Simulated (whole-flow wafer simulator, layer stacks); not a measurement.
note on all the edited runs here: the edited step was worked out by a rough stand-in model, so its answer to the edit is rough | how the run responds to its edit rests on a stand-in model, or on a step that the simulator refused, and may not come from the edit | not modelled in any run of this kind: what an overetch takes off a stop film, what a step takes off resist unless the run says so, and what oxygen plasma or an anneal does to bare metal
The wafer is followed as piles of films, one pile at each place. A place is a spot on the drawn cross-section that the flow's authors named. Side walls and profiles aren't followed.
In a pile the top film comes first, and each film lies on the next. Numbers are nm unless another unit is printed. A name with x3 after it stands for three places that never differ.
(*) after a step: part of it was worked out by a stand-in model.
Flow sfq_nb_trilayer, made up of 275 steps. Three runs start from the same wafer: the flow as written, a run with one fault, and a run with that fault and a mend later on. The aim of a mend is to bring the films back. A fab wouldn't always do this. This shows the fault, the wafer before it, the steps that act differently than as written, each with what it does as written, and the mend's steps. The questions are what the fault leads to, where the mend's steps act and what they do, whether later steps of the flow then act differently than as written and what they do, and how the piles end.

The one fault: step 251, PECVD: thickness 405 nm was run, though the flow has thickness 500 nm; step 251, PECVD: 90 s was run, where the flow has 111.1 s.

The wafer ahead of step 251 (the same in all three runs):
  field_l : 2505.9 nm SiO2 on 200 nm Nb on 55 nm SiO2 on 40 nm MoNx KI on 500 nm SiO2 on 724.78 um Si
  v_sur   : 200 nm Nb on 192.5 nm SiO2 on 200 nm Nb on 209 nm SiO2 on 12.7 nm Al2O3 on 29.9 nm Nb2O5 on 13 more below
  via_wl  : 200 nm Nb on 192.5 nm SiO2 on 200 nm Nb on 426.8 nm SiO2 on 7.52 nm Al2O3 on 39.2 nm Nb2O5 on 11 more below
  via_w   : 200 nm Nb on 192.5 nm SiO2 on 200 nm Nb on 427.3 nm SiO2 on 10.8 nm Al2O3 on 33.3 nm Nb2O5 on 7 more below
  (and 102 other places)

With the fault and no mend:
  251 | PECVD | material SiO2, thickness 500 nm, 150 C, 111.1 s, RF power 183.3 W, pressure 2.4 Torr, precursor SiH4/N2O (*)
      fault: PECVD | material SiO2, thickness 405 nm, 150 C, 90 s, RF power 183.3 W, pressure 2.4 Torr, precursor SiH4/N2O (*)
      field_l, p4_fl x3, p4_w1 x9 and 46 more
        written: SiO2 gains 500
        fault: SiO2 gains 405
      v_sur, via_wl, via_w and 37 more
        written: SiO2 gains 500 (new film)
        fault: SiO2 gains 405 (new film)
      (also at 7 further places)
  Steps further on in the flow that do not act as written (8 other steps are not shown; they differ only slightly, by no more than 2% or 0.5 nm, whichever is larger):
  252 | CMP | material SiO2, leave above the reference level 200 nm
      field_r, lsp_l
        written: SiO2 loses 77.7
        fault: nothing
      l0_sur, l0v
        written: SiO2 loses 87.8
        fault: nothing
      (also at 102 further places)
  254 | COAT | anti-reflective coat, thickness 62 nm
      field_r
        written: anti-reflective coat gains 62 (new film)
        fault: anti-reflective coat gains 66.3 (new film)
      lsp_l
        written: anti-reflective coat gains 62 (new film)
        fault: anti-reflective coat gains 64.8 (new film)
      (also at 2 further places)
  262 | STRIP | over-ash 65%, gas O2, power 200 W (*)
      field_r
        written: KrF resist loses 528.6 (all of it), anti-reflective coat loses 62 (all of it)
        fault: KrF resist loses 533.4 (all of it), anti-reflective coat loses 66.3 (all of it)
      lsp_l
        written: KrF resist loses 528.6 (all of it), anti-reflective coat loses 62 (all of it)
        fault: KrF resist loses 534.7 (all of it), anti-reflective coat loses 64.8 (all of it)
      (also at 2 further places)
  When the end is reached, the piles differ only a little from the flow's at the places that both follow, at most by 2% or 0.5 nm, whichever is larger.

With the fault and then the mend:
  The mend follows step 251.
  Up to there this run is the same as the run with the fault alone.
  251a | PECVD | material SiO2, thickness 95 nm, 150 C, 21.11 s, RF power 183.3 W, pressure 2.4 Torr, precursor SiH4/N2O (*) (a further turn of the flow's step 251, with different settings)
      field_l, v_sur, via_wl and 98 more
        SiO2 gains 95
      via_v, field_r, lsp_l
        SiO2 gains 91.4
      l0_sur, l0v
        SiO2 gains 92.9
  Steps further on in the flow that do not act as written:
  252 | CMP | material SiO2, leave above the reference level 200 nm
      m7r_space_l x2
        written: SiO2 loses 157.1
        mend: SiO2 loses 100
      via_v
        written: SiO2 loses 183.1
        mend: SiO2 loses 148.2
  At every place that both follow, the piles at the end match the flow's.
